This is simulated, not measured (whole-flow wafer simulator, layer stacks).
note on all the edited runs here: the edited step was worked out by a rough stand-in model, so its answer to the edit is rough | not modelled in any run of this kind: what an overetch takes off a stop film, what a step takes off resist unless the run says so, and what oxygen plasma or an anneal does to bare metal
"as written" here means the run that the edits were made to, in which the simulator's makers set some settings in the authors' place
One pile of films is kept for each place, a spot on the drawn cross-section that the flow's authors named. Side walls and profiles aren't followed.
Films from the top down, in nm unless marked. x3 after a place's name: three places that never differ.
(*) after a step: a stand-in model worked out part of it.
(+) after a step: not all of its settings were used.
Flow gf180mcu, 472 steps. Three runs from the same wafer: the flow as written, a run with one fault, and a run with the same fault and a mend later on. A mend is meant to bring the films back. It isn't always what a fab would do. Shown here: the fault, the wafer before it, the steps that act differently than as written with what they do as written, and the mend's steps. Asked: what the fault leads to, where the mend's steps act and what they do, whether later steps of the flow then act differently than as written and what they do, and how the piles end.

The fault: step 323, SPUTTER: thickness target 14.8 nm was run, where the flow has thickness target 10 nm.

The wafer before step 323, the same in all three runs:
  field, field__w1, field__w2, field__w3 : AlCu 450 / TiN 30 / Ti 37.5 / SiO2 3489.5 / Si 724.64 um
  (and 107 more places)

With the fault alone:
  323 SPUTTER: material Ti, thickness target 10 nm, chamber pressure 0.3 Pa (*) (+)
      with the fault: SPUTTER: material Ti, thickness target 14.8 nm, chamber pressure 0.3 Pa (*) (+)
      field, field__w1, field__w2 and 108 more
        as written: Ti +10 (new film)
        with the fault: Ti +14.8 (new film)
  Later steps of the flow that act differently than as written (5 more steps differ only slightly, by at most 2% or 0.5 nm, whichever is larger, and aren't shown):
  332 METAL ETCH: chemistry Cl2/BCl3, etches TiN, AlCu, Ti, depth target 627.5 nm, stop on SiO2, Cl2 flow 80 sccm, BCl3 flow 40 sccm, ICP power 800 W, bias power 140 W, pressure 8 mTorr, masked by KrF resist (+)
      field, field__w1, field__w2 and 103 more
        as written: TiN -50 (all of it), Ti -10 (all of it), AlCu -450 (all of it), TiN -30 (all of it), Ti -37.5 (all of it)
        with the fault: TiN -50 (all of it), Ti -14.8 (all of it), AlCu -450 (all of it), TiN -30 (all of it), Ti -37.5 (all of it)
  At the end the piles differ from the flow's by more than 2% or 0.5 nm, whichever is larger, at field__w8, contact, m1, m1__w1, m1_nw.
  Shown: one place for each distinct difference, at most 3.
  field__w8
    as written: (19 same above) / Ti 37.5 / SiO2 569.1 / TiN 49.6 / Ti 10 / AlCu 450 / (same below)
    with the fault: (19 same above) / Ti 37.5 / SiO2 564.3 / TiN 49.6 / Ti 14.8 / AlCu 450 / (same below)
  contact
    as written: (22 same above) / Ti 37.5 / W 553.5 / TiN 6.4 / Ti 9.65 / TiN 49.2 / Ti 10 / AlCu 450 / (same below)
    with the fault: (22 same above) / Ti 37.5 / W 548.7 / TiN 6.42 / Ti 9.68 / TiN 49.2 / Ti 14.8 / AlCu 450 / (same below)

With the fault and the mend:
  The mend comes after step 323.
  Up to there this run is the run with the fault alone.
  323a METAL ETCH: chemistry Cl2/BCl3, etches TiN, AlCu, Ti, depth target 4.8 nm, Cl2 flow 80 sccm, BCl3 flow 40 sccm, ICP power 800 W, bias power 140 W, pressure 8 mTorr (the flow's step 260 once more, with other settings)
      field, field__w1, field__w2 and 108 more
        Ti -4.8
  No later step of the flow acts differently than as written at any place that is followed.
  At the end the piles are the same as the flow's at every place that both follow.
